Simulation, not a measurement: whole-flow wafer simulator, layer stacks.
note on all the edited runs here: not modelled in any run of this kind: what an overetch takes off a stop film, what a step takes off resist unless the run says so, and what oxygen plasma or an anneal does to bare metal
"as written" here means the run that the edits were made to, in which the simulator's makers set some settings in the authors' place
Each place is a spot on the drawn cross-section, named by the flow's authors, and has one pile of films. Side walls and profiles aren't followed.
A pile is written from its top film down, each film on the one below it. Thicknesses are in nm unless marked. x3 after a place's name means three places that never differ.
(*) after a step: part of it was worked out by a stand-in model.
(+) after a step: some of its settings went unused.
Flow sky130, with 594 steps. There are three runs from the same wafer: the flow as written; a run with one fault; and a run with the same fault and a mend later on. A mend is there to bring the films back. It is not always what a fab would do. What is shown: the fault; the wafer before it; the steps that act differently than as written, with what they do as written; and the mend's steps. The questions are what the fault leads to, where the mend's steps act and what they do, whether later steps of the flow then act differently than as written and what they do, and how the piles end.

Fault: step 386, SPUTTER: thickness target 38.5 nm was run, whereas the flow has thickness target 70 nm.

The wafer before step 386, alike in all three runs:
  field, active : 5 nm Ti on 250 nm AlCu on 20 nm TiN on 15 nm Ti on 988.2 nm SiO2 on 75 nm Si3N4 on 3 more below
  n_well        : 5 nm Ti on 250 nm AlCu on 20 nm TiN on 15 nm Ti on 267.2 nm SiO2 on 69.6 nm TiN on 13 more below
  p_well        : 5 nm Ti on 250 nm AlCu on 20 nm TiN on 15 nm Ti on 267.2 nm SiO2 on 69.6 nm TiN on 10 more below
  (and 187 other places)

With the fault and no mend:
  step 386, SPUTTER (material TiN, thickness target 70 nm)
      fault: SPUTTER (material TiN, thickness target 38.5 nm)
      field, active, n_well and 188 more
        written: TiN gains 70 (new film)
        fault: TiN gains 38.5 (new film)
  Later steps of the flow acting differently than as written (9 more steps, not shown, differ only slightly: by at most 2% or 0.5 nm, whichever is larger):
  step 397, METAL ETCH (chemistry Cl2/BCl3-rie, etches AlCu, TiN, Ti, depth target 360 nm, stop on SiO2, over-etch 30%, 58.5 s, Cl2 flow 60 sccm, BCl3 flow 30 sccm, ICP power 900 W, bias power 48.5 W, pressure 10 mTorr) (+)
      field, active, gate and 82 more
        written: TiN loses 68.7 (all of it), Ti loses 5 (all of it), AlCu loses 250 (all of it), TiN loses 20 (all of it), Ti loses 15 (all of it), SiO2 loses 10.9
        fault: TiN loses 37.2 (all of it), Ti loses 5 (all of it), AlCu loses 250 (all of it), TiN loses 20 (all of it), Ti loses 15 (all of it), SiO2 loses 14.1
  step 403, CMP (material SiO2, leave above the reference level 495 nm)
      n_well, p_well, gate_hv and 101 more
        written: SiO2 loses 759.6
        fault: SiO2 loses 728.1
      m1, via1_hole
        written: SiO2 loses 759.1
        fault: SiO2 loses 727.6
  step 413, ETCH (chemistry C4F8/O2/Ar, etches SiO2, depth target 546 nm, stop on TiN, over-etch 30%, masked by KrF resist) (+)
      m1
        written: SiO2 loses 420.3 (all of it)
        fault: SiO2 loses 451.8 (all of it)
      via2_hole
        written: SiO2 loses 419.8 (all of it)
        fault: SiO2 loses 451.3 (all of it)
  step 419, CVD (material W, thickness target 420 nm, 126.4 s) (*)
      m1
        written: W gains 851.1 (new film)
        fault: W gains 883 (new film)
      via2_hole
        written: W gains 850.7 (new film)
        fault: W gains 882.6 (new film)
  At n_well, p_well, gate_hv and 103 more, the piles at the end differ from the flow's by more than 2% or 0.5 nm, whichever is larger.
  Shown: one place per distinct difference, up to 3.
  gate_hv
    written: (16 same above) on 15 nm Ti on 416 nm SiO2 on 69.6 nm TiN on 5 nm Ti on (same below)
    fault: (16 same above) on 15 nm Ti on 447.5 nm SiO2 on 38.1 nm TiN on 5 nm Ti on (same below)
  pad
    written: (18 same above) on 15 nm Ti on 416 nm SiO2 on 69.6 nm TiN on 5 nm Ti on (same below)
    fault: (18 same above) on 15 nm Ti on 447.5 nm SiO2 on 38.1 nm TiN on 5 nm Ti on (same below)
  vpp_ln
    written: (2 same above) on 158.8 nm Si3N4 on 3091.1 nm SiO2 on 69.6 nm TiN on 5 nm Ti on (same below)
    fault: (2 same above) on 158.8 nm Si3N4 on 3122.6 nm SiO2 on 38.1 nm TiN on 5 nm Ti on (same below)

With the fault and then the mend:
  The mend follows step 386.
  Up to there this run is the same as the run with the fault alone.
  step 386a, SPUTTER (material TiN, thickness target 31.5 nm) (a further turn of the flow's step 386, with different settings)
      field, active, n_well and 188 more
        TiN gains 31.5
  Later steps of the flow that are run all act as written at every place that is followed.
  At every place that both follow, the piles at the end match the flow's.
